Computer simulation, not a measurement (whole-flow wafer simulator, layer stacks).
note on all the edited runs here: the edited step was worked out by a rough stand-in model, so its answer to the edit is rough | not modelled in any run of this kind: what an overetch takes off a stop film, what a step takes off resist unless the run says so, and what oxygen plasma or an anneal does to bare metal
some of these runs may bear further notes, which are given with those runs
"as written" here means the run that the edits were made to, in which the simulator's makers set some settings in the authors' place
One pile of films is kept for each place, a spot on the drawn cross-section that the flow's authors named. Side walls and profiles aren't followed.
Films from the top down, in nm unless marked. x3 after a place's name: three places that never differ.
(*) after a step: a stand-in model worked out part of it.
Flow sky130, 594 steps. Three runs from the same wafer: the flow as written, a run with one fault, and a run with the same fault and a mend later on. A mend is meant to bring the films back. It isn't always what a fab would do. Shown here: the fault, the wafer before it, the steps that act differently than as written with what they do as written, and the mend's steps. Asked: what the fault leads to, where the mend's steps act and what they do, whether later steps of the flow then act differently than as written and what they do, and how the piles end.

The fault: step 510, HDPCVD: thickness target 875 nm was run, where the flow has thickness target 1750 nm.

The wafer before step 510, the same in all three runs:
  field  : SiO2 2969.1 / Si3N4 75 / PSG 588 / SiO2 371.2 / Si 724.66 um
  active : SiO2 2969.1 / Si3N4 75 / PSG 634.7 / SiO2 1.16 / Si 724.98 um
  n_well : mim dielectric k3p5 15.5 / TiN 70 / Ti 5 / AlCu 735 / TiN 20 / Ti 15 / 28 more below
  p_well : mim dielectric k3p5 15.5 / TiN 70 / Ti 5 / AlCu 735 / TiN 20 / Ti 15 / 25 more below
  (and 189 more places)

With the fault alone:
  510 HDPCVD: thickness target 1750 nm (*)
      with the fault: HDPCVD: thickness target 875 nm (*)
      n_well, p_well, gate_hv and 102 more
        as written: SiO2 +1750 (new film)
        with the fault: SiO2 +875 (new film)
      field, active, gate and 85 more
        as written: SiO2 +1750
        with the fault: SiO2 +875
  Later steps of the flow that act differently than as written (22 more steps differ only slightly, by at most 2% or 0.5 nm, whichever is larger, and aren't shown):
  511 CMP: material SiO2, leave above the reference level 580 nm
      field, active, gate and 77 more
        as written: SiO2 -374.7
        with the fault: nothing
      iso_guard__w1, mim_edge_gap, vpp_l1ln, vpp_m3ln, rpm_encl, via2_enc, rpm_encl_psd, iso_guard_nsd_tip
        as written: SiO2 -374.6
        with the fault: nothing
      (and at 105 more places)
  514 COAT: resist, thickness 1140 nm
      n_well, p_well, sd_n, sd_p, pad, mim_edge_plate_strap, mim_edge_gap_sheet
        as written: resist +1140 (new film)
        with the fault: resist +642.7 (new film)
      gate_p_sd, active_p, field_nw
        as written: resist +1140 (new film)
        with the fault: resist +1213.7 (new film)
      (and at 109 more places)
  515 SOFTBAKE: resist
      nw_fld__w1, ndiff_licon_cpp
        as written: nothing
        with the fault: resist -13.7
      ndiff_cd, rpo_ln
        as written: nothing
        with the fault: resist +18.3
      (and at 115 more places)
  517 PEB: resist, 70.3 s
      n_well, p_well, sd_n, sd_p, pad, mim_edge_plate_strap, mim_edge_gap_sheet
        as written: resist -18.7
        with the fault: resist -9.17
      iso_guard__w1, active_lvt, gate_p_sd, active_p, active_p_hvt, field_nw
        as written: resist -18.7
        with the fault: resist -20.2
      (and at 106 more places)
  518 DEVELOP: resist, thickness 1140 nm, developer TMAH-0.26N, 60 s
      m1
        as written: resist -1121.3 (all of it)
        with the fault: resist -795.6 (all of it)
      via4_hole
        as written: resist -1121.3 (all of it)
        with the fault: resist -757.5 (all of it)
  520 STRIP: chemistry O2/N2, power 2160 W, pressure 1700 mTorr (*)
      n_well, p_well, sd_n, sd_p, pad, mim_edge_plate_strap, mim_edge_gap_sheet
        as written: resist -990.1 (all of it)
        with the fault: resist -502.3 (all of it)
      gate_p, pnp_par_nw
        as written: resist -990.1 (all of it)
        with the fault: resist -735 (all of it)
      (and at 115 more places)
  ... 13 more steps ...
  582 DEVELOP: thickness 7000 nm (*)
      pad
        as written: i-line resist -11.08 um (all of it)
        with the fault: i-line resist -11.1 um (all of it)
  At the end the piles differ from the flow's by more than 2% or 0.5 nm, whichever is larger, at field, active, gate and 87 more.
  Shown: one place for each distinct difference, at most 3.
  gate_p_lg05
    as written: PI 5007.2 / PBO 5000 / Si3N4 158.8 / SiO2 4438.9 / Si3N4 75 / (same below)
    with the fault: PI 5005.1 / PBO 5000 / Si3N4 158.8 / SiO2 125.2 / W 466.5 / TiN 20 / SiO2 3844.1 / Si3N4 75 / (same below)
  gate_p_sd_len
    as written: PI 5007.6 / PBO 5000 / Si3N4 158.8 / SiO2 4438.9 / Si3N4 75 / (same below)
    with the fault: PI 5005.1 / PBO 5000 / Si3N4 158.8 / SiO2 125.2 / W 466.5 / TiN 20 / SiO2 3844.1 / Si3N4 75 / (same below)
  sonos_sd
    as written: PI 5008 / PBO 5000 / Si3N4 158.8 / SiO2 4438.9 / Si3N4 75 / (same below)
    with the fault: PI 5001.8 / PBO 5000 / Si3N4 158.8 / SiO2 125.2 / W 466.5 / TiN 20 / SiO2 3844.1 / Si3N4 75 / (same below)

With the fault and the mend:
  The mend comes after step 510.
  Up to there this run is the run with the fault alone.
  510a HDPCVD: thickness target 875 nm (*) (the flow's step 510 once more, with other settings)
      field, active, n_well and 190 more
        SiO2 +875
  No later step of the flow acts differently than as written at any place that is followed.
  At the end the piles are the same as the flow's at every place that both follow.
